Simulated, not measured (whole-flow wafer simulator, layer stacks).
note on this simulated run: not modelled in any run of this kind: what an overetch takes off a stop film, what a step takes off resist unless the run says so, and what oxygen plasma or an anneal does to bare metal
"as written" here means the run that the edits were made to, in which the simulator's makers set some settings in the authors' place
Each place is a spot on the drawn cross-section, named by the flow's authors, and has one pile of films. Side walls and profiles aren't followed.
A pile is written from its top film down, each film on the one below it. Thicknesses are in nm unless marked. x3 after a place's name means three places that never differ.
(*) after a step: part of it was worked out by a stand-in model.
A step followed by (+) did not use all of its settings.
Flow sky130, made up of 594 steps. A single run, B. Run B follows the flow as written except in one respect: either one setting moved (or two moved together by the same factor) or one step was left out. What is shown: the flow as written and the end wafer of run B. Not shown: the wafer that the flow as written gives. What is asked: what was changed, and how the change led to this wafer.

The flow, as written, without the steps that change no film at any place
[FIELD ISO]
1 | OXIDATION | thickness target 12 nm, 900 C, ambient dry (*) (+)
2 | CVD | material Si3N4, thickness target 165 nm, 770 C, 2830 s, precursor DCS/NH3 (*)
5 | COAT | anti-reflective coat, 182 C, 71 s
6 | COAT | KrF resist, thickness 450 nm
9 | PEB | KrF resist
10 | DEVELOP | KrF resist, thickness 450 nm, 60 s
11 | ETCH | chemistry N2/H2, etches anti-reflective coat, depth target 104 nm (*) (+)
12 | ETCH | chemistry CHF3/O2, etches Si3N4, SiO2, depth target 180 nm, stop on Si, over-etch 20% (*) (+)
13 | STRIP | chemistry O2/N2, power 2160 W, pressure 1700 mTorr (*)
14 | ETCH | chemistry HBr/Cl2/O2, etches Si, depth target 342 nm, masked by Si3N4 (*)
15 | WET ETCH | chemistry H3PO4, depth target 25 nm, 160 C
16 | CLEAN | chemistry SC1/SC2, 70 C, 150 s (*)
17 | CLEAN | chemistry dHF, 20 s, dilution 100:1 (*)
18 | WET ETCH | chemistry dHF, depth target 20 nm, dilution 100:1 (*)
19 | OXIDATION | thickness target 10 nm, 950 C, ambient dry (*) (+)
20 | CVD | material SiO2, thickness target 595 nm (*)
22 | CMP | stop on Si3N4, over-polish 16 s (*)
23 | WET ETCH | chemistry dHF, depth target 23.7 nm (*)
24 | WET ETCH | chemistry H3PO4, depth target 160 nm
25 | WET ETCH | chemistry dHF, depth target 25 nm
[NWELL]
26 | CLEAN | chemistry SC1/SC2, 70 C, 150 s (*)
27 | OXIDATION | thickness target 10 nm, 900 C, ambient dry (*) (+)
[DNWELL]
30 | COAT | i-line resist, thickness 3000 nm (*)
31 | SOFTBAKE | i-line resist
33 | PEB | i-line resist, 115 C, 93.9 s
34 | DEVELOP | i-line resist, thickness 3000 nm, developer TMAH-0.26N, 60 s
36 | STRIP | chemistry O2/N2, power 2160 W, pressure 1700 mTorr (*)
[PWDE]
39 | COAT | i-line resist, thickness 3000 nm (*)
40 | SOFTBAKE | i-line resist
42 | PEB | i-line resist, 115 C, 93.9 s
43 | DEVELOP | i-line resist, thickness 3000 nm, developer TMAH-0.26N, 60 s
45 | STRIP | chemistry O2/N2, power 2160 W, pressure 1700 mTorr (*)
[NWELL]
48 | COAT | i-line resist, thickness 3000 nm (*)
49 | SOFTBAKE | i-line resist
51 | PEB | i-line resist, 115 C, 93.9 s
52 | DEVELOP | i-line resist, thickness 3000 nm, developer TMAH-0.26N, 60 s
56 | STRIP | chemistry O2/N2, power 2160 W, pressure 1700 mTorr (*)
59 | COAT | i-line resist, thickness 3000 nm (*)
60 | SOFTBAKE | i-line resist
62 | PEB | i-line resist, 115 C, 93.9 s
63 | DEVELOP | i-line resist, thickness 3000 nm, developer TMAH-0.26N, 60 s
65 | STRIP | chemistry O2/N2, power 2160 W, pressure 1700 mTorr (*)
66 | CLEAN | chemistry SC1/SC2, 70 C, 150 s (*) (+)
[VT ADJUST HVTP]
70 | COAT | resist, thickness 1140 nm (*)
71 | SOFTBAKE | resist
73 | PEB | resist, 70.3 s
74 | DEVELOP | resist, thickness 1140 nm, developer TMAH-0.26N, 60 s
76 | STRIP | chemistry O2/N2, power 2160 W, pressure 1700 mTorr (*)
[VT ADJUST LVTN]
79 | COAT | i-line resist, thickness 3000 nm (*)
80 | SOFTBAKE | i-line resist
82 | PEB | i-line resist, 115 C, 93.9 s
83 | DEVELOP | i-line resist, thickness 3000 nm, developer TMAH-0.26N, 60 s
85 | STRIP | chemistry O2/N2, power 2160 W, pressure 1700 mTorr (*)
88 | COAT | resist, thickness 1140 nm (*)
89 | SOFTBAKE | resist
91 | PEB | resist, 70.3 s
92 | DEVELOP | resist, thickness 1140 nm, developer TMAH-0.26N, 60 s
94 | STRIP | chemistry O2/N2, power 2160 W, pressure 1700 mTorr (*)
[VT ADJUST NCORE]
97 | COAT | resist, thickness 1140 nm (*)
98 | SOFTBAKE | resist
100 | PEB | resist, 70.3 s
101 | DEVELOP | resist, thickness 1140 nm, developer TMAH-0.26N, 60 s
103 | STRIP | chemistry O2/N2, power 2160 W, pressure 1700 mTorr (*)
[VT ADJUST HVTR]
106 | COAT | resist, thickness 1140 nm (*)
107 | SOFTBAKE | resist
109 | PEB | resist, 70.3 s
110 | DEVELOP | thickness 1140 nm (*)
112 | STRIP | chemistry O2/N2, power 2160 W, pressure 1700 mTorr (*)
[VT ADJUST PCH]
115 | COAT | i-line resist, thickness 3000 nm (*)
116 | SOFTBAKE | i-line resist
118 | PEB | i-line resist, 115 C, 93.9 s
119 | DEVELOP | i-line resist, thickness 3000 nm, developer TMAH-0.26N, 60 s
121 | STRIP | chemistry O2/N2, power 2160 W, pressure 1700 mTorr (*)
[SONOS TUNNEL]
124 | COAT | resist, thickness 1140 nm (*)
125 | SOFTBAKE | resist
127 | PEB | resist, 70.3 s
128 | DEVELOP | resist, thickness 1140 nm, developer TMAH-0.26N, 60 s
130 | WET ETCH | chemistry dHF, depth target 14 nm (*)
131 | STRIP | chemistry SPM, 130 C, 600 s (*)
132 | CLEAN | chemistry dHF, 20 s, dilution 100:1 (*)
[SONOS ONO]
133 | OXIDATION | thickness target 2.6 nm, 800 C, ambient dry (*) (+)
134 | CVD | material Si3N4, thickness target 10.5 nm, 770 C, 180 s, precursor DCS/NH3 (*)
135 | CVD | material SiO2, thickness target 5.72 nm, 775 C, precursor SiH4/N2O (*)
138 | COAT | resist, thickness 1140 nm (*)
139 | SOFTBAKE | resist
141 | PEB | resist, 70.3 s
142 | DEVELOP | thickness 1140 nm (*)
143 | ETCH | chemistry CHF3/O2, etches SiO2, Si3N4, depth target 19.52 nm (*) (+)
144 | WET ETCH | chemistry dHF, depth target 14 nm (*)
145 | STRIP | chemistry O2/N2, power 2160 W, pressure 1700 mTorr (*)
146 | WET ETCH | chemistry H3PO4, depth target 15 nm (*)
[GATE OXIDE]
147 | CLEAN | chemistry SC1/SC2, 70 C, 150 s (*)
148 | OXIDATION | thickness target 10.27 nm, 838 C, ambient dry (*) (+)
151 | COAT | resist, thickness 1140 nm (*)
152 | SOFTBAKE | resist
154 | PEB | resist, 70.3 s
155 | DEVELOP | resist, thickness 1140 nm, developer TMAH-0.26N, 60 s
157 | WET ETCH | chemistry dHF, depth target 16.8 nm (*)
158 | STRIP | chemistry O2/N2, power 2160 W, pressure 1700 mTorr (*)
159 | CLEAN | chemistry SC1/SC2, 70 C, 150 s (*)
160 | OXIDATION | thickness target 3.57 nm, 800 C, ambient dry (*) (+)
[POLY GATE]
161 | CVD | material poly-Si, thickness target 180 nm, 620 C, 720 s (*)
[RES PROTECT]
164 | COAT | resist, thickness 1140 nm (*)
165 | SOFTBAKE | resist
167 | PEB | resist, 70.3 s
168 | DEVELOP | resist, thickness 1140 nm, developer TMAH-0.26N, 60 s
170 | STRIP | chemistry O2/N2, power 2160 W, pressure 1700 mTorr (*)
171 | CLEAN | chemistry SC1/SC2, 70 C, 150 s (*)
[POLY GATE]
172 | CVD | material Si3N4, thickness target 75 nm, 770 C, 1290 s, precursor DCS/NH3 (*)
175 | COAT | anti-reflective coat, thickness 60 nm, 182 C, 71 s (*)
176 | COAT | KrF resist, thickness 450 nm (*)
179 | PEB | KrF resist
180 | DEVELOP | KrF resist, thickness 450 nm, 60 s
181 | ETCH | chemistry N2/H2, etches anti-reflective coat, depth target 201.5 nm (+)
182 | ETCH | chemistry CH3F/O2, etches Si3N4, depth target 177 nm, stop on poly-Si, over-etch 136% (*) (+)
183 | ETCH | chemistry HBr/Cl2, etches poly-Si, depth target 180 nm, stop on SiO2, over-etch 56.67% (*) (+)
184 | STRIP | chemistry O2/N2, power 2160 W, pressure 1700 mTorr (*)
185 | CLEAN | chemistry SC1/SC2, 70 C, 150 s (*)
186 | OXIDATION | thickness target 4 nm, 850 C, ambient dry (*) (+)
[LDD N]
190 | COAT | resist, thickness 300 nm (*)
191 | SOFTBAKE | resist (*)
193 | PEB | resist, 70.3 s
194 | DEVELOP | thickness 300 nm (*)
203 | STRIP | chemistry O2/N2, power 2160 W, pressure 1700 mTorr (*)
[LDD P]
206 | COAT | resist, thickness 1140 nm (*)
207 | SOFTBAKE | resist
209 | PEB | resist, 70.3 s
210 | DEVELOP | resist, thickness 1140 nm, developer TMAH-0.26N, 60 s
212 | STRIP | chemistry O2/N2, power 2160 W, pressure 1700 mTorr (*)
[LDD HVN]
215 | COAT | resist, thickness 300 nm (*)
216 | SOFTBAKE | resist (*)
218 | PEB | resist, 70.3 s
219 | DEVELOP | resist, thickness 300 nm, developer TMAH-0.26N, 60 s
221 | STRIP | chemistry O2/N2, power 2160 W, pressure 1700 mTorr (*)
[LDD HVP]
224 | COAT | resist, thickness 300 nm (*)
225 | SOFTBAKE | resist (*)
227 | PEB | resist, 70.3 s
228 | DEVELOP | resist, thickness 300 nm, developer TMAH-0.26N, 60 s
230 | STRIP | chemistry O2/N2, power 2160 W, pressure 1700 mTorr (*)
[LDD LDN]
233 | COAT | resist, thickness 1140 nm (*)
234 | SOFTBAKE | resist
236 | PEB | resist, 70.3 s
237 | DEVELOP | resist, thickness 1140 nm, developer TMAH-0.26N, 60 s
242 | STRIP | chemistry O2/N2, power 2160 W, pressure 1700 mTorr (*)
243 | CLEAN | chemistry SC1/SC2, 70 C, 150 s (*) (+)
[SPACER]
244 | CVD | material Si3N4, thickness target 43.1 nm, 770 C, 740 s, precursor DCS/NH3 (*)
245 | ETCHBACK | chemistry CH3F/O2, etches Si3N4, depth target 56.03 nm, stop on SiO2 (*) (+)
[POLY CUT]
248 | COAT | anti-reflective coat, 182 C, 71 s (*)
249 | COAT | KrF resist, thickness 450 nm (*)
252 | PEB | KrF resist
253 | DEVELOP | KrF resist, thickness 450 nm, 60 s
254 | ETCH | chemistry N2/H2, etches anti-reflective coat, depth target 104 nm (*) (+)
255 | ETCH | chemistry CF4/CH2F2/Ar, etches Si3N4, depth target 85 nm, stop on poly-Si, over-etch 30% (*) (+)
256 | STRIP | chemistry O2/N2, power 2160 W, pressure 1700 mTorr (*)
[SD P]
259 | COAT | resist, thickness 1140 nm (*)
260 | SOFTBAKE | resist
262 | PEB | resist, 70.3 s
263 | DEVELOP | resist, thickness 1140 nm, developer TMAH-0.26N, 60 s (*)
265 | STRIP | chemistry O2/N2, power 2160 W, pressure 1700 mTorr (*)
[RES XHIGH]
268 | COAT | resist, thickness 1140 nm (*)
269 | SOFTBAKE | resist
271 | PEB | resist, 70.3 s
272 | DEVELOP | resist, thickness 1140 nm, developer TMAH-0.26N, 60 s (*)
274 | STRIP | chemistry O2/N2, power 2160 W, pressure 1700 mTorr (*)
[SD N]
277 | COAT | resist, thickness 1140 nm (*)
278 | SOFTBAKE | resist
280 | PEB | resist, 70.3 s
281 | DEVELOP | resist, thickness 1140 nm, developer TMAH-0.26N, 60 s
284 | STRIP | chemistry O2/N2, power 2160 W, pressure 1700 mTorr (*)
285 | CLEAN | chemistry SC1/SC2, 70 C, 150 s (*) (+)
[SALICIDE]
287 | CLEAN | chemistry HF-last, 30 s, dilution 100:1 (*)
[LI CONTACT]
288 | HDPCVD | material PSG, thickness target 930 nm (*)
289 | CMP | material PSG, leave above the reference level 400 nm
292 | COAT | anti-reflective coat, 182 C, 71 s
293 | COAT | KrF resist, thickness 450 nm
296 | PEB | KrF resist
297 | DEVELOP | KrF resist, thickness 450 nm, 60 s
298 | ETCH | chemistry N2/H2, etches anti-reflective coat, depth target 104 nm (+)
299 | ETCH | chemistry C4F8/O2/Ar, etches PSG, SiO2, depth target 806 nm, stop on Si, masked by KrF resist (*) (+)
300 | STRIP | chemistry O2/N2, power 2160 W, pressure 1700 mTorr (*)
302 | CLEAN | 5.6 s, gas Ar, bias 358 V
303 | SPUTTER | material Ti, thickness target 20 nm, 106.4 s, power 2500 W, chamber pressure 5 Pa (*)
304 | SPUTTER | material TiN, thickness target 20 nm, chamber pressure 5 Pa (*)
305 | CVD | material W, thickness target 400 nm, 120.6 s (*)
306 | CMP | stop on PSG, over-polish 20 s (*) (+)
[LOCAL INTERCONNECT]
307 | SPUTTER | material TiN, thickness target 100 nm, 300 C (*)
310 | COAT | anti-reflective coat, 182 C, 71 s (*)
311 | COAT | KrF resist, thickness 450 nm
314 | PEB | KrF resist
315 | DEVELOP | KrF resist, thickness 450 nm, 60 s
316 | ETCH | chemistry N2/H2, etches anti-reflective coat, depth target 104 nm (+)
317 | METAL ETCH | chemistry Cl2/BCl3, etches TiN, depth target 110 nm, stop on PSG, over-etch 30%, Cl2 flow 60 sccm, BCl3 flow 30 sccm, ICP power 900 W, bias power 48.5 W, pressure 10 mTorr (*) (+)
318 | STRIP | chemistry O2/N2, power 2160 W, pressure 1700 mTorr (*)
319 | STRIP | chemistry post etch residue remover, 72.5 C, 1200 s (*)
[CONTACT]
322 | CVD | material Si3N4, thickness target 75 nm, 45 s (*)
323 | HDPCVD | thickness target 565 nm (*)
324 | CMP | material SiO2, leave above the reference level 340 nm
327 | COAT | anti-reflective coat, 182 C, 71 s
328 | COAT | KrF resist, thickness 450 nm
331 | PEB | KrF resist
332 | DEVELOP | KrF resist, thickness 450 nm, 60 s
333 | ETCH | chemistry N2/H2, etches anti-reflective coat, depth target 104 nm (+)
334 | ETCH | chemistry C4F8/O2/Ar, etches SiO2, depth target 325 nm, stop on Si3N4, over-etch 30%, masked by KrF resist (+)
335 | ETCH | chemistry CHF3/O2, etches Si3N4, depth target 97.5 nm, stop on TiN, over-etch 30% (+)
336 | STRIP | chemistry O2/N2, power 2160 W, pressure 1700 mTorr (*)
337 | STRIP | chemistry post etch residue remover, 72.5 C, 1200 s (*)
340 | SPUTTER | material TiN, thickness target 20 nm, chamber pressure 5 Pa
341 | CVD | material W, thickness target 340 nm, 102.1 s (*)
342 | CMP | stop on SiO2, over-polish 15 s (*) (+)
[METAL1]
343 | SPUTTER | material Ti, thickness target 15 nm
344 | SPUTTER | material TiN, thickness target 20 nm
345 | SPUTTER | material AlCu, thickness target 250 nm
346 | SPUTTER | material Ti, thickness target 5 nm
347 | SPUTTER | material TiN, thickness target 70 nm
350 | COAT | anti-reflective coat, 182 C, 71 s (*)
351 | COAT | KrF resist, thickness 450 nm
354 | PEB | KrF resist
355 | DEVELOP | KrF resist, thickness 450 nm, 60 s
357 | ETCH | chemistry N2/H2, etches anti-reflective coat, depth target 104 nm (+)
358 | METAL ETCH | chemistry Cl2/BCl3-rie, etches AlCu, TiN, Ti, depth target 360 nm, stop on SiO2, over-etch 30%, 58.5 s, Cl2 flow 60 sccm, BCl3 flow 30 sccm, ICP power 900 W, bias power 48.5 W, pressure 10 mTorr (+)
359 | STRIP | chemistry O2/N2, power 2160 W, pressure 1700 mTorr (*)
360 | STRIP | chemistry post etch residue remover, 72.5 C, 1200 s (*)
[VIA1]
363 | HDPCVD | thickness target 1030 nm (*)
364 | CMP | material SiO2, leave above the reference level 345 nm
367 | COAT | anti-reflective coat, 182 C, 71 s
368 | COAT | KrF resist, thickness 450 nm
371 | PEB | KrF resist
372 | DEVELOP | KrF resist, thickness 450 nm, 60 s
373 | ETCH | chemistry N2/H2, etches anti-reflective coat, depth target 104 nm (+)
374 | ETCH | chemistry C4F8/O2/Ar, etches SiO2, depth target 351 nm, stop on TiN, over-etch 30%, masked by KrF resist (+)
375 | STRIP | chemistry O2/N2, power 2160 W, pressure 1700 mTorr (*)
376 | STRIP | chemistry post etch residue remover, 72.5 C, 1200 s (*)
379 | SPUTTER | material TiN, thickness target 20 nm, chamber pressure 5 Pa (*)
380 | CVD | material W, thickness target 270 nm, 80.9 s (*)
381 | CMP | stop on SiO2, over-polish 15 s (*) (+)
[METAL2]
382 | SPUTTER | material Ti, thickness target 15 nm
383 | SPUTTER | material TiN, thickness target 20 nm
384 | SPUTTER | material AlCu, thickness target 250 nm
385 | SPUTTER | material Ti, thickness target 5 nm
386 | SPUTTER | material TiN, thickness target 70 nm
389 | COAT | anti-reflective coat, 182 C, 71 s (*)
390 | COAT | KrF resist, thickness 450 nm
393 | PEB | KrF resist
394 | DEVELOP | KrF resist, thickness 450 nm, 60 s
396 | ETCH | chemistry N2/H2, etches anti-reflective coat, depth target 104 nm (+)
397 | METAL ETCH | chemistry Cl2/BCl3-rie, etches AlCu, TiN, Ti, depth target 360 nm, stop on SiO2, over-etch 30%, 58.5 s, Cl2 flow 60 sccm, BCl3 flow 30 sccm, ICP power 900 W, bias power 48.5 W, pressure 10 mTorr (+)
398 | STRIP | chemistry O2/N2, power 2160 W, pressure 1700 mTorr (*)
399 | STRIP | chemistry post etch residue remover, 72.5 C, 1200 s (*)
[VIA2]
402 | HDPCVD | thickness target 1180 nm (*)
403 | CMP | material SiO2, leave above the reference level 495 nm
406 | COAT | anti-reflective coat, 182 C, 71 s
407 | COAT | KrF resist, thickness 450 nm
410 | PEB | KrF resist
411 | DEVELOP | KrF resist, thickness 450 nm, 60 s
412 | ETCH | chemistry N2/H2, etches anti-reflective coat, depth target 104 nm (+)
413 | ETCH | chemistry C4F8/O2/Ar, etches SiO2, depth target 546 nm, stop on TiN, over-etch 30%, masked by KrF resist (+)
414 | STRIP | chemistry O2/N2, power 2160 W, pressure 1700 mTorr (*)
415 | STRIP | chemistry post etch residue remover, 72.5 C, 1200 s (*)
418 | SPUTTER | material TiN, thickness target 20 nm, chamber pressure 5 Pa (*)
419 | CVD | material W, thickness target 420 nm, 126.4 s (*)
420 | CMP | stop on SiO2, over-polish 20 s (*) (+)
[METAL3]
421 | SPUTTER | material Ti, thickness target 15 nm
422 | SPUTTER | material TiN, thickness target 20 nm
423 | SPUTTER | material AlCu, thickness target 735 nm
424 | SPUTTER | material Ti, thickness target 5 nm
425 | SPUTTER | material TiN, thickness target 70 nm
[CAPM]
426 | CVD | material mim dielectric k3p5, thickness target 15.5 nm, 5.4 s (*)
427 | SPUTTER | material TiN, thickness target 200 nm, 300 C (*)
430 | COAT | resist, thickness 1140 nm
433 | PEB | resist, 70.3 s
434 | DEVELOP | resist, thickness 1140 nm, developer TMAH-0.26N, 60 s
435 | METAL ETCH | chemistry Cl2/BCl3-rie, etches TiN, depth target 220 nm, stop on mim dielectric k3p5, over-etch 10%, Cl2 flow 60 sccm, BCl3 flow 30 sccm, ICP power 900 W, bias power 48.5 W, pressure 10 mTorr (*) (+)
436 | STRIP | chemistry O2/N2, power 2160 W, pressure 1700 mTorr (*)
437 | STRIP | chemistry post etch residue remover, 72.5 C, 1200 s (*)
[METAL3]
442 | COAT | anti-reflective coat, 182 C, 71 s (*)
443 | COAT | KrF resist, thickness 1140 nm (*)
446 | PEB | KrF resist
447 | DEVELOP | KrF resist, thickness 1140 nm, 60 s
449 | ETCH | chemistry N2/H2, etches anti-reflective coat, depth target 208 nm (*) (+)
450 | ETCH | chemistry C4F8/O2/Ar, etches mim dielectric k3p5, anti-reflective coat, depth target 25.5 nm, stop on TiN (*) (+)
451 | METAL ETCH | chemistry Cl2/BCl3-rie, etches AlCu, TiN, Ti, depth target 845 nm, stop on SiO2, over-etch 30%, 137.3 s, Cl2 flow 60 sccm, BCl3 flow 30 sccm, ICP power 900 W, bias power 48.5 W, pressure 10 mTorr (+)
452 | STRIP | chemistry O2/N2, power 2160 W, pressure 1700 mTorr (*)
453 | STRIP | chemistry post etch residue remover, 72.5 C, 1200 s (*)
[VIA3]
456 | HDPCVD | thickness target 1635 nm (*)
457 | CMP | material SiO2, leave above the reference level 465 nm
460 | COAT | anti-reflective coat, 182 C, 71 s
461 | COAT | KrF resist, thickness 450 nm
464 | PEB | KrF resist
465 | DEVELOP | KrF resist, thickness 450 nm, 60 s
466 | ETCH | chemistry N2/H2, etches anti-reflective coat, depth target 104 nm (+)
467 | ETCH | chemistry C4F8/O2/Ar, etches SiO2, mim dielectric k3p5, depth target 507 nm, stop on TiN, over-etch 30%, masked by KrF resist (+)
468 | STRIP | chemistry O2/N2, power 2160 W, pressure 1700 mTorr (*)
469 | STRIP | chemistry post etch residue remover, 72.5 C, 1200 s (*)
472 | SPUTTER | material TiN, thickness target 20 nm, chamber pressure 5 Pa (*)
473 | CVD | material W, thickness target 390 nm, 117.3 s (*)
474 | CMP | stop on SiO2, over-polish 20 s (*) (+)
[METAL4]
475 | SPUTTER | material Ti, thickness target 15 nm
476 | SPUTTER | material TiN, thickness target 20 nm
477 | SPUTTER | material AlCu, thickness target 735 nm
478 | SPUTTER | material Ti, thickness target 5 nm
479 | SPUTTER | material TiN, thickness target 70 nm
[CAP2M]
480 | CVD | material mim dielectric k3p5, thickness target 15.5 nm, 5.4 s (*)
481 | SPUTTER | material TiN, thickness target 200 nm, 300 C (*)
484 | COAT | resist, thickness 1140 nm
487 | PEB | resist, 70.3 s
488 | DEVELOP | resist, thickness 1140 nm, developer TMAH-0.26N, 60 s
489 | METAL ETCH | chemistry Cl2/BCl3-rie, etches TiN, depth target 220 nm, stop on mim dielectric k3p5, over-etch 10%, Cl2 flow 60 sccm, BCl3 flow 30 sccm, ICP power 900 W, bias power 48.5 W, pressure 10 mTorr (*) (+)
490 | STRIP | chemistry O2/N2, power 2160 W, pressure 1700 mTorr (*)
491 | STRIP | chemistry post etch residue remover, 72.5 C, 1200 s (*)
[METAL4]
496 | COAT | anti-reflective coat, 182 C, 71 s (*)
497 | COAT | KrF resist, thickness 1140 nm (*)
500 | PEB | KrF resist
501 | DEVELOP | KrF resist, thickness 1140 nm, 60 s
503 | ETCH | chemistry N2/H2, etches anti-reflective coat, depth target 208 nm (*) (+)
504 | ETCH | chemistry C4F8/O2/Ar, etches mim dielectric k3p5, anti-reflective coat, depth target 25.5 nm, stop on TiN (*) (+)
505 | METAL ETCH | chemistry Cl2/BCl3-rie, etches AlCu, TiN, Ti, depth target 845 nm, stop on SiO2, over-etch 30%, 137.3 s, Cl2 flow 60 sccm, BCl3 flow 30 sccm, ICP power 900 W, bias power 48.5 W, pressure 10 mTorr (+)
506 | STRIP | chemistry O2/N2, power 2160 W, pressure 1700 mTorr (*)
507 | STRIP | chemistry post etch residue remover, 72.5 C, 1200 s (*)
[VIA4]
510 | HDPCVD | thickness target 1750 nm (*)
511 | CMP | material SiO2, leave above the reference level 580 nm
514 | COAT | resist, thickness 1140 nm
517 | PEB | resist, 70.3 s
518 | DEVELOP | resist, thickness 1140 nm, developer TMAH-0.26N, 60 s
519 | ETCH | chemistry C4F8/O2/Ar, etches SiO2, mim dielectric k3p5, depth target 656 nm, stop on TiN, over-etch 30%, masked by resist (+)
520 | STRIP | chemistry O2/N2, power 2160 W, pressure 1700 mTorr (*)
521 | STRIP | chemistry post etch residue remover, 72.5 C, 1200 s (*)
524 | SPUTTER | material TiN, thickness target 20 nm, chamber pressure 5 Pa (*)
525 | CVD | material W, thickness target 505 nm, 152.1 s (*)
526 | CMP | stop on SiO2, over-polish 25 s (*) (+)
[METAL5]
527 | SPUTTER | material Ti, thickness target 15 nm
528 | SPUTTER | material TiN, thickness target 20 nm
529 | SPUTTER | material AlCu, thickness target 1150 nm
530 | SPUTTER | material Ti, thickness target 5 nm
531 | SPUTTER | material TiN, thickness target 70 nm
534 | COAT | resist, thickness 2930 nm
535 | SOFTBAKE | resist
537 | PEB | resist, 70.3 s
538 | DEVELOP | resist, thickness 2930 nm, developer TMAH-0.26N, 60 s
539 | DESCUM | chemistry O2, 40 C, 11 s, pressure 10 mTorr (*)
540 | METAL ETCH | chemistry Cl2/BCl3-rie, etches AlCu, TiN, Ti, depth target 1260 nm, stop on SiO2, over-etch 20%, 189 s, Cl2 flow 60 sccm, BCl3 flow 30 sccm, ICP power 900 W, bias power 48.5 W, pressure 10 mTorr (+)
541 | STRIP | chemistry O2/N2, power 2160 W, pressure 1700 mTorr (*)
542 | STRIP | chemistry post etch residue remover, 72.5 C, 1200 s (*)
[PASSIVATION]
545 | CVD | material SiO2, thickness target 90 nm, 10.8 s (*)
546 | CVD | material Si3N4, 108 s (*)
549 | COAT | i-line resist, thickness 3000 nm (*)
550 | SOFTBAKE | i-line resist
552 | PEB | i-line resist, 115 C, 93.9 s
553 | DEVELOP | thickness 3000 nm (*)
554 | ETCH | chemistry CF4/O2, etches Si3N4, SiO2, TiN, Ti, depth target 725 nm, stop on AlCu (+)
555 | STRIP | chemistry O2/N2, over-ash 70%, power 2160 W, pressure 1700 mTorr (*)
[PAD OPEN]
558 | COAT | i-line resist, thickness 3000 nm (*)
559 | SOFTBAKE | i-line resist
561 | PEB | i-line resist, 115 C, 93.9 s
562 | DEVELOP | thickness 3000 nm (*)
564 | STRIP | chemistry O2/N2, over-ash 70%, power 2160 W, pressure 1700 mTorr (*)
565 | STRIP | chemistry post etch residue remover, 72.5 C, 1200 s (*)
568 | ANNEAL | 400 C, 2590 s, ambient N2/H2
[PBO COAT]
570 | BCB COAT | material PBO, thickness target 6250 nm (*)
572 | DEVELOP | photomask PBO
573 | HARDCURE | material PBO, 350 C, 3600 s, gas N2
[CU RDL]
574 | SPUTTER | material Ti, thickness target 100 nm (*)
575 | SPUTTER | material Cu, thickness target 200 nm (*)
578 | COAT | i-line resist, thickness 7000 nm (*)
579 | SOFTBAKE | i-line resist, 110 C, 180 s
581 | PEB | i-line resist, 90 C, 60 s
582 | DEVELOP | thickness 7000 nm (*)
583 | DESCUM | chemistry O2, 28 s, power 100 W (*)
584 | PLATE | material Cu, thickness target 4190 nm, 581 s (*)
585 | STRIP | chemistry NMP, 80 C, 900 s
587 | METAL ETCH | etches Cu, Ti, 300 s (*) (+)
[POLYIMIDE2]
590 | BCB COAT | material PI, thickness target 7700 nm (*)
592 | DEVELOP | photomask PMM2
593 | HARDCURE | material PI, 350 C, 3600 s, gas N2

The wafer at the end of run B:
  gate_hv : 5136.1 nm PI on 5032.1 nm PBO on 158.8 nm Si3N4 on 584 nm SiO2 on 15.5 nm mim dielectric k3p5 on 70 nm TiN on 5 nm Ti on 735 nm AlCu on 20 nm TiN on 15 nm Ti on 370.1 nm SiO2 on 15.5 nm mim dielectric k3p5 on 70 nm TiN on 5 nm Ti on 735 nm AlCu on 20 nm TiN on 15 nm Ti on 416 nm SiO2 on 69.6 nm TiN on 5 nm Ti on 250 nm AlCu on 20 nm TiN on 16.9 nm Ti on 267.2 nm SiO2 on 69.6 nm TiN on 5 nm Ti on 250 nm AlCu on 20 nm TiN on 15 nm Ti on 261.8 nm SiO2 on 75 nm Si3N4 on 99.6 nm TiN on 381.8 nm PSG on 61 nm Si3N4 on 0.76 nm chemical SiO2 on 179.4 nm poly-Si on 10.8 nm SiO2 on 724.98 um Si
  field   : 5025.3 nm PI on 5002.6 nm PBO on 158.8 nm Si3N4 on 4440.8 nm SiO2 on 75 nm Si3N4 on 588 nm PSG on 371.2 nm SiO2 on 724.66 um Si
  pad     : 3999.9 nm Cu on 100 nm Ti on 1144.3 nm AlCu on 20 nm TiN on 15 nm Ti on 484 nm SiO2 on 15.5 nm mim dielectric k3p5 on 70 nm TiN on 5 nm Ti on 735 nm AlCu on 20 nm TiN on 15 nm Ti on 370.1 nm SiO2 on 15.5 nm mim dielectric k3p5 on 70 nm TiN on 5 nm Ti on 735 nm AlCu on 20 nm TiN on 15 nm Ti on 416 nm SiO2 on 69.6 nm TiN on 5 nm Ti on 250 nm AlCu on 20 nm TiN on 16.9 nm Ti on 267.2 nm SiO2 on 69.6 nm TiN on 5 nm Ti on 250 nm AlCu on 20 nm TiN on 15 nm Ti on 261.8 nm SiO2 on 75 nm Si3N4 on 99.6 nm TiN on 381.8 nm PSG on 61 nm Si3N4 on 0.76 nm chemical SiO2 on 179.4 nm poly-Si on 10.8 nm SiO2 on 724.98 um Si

Cause: step 382, SPUTTER: thickness target 16.9 nm was run, though the flow has thickness target 15 nm.
One can read it off the wafer: gate_hv has Ti 16.9, and step 382 as written asks for 15 nm.

The path from the change to this, step by step:
  382 | SPUTTER | material Ti, thickness target 15 nm
      field, active, n_well and 188 more: +16.9 Ti (new film) (it would be, as written: +15 Ti (new film))
  397 | METAL ETCH | chemistry Cl2/BCl3-rie, etches AlCu, TiN, Ti, depth target 360 nm, stop on SiO2, over-etch 30%, 58.5 s, Cl2 flow 60 sccm, BCl3 flow 30 sccm, ICP power 900 W, bias power 48.5 W, pressure 10 mTorr (+)
      field, active, gate and 82 more: -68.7 TiN (all of it), -5 Ti (all of it), -250 AlCu (all of it), -20 TiN (all of it), -16.9 Ti (all of it), -10.7 SiO2 (it would be, as written: -68.7 TiN (all of it), -5 Ti (all of it), -250 AlCu (all of it), -20 TiN (all of it), -15 Ti (all of it), -10.9 SiO2)
